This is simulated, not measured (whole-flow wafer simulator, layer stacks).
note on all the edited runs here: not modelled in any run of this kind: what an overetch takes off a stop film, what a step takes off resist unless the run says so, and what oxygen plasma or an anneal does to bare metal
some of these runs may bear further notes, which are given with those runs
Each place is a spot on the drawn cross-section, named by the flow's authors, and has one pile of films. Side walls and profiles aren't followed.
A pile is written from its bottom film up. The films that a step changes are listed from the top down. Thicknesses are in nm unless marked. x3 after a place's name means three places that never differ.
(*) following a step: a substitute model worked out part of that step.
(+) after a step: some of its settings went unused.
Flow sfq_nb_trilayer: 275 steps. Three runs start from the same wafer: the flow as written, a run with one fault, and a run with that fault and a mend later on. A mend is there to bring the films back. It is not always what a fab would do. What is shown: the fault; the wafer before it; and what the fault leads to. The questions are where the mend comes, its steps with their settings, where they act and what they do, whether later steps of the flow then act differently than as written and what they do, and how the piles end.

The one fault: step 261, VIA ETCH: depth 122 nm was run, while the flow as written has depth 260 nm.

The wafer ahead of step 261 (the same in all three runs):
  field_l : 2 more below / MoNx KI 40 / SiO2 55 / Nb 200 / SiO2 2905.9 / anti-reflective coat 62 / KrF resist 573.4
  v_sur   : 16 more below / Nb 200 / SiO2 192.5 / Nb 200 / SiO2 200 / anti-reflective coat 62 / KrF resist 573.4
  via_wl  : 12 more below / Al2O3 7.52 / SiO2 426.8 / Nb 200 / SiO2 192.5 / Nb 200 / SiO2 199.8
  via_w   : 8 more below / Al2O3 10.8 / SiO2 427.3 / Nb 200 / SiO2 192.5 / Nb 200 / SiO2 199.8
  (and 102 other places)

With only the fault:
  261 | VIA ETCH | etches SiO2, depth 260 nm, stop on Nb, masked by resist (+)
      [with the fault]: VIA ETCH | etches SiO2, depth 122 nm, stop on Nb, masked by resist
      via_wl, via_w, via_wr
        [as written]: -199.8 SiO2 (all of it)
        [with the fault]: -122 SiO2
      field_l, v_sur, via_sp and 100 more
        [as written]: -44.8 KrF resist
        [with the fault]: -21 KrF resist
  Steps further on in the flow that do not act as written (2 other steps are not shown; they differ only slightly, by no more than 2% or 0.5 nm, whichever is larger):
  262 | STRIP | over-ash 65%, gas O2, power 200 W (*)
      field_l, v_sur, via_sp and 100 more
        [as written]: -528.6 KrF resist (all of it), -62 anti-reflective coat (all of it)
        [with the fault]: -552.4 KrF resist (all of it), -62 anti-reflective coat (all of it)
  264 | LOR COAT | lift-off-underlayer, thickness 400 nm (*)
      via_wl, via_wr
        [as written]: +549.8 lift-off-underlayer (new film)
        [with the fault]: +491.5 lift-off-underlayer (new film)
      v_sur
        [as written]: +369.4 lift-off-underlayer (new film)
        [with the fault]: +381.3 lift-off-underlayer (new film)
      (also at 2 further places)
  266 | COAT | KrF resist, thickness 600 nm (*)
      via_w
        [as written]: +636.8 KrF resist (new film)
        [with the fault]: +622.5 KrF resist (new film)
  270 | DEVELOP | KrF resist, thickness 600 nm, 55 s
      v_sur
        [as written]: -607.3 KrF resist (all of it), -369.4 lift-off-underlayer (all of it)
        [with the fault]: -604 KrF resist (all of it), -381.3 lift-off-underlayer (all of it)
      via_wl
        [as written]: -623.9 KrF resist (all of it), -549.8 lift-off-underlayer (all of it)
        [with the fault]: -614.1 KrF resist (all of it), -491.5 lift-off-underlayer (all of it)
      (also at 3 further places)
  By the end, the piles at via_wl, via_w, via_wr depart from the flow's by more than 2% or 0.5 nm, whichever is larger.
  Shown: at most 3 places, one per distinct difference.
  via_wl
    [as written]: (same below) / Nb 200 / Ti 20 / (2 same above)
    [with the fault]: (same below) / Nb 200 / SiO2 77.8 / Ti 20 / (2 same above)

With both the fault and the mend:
  The mend follows step 261.
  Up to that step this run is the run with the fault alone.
  261a | VIA ETCH | etches SiO2, depth 138 nm, stop on Nb, masked by resist (+) (a further turn of the flow's step 261, with different settings)
      field_l, v_sur, via_sp and 100 more
        -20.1 KrF resist
      via_wl, via_w, via_wr
        -77.8 SiO2 (all of it)
  Every later step of the flow that is run acts as written, at every place that is followed, to within 2% or 0.5 nm, whichever is larger.
  The piles end the same as the flow's at every place that both follow.
